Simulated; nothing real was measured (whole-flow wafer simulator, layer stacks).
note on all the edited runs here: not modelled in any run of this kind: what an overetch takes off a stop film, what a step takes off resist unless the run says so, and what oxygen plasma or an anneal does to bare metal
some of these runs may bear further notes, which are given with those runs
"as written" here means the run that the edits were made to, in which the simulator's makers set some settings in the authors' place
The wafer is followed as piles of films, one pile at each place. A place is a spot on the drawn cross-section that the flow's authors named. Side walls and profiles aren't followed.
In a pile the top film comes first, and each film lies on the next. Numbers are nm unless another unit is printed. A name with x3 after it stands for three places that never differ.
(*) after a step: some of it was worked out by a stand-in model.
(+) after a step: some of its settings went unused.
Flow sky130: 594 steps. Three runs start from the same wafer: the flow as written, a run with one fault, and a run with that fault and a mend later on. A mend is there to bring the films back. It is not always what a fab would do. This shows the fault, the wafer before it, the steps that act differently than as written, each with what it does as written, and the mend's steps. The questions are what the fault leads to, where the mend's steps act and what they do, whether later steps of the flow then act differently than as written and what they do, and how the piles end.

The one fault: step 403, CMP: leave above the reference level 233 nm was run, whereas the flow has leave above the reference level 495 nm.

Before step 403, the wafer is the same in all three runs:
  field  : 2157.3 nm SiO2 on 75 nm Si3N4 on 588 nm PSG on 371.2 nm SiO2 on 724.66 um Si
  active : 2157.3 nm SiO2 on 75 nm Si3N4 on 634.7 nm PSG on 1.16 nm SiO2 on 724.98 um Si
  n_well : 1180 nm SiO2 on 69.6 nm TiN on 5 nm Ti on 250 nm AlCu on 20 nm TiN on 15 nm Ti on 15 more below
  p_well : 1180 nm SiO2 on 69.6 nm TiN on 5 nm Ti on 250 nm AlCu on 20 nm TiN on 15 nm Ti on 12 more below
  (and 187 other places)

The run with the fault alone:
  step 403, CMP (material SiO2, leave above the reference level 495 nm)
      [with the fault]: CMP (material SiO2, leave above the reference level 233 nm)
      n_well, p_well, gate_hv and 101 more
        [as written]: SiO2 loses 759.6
        [with the fault]: SiO2 loses 1021.6
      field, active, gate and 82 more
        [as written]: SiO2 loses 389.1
        [with the fault]: SiO2 loses 651.1
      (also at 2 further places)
  Steps further on in the flow that do not act as written (4 more steps, not shown, differ only slightly: by at most 2% or 0.5 nm, whichever is larger):
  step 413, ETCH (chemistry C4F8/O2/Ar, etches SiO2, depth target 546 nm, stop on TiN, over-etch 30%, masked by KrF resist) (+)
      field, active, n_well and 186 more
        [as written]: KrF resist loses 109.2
        [with the fault]: KrF resist loses 41.2
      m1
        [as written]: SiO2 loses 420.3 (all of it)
        [with the fault]: SiO2 loses 158.3 (all of it)
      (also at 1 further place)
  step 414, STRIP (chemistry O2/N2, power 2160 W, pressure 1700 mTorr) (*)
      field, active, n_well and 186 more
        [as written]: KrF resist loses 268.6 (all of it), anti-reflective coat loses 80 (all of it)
        [with the fault]: KrF resist loses 336.7 (all of it), anti-reflective coat loses 80 (all of it)
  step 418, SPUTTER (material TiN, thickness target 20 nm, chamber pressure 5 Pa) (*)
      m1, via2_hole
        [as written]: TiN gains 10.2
        [with the fault]: TiN gains 14.4
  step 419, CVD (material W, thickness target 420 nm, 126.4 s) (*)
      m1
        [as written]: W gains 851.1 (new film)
        [with the fault]: W gains 584.9 (new film)
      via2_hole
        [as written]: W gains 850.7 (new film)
        [with the fault]: W gains 584.4 (new film)
  At field, active, n_well and 190 more, the piles at the end differ from the flow's by more than 2% or 0.5 nm, whichever is larger.
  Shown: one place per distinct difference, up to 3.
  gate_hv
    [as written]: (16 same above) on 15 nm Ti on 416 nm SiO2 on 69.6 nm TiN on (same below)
    [with the fault]: (16 same above) on 15 nm Ti on 154 nm SiO2 on 69.6 nm TiN on (same below)
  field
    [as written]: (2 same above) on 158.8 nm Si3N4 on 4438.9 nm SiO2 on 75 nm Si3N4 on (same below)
    [with the fault]: (2 same above) on 158.8 nm Si3N4 on 4176.9 nm SiO2 on 75 nm Si3N4 on (same below)
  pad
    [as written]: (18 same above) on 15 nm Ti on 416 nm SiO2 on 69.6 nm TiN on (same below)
    [with the fault]: (18 same above) on 15 nm Ti on 154 nm SiO2 on 69.6 nm TiN on (same below)

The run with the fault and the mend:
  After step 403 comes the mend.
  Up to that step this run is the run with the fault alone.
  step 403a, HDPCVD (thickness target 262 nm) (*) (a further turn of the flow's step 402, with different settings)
      field, active, n_well and 188 more
        SiO2 gains 262
  Every later step of the flow that is run acts as written, at every place that is followed, to within 2% or 0.5 nm, whichever is larger.
  The piles end the same as the flow's at every place that both follow.
